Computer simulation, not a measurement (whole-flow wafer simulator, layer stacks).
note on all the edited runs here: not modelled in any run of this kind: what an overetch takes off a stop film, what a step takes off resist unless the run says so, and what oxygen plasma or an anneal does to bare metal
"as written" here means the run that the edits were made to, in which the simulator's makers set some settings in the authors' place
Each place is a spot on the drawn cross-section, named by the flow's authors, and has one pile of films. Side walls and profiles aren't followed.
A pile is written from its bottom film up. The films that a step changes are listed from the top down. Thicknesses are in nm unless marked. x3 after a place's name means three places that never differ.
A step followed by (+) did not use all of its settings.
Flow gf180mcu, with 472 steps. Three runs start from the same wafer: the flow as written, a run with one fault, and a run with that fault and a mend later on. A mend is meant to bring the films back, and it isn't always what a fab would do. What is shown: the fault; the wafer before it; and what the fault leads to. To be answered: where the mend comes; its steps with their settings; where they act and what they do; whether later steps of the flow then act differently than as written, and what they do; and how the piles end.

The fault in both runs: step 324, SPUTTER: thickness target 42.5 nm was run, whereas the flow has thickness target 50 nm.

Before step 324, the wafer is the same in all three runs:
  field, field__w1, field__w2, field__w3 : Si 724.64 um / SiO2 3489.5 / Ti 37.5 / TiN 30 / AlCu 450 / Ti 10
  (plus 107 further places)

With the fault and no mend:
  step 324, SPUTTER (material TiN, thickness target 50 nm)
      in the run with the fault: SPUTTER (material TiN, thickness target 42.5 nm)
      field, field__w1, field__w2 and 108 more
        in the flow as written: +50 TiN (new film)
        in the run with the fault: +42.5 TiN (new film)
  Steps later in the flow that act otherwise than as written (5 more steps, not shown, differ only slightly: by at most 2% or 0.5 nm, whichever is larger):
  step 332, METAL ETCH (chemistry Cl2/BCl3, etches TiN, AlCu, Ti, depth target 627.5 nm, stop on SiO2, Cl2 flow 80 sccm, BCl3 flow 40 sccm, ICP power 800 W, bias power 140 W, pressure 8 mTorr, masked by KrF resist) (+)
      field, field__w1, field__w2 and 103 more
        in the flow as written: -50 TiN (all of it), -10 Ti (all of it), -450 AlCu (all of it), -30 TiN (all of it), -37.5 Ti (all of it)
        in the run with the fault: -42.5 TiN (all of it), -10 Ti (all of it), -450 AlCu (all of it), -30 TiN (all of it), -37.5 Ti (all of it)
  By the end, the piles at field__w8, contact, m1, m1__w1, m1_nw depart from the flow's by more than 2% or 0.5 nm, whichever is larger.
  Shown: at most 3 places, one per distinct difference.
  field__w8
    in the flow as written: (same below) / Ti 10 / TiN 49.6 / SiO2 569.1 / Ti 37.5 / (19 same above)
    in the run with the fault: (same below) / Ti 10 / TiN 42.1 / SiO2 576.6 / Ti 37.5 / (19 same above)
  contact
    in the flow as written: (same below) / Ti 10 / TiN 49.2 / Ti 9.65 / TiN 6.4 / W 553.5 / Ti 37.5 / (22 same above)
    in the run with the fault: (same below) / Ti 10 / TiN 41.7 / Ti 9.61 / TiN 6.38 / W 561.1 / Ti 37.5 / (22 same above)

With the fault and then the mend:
  The mend follows step 324.
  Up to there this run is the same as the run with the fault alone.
  step 324a, SPUTTER (material TiN, thickness target 7.5 nm) (the flow's step 324, run once more with other settings)
      field, field__w1, field__w2 and 108 more
        +7.5 TiN
  None of the later steps of the flow acts differently than as written at any place that is followed.
  By the end, the piles equal the flow's at every place that both follow.
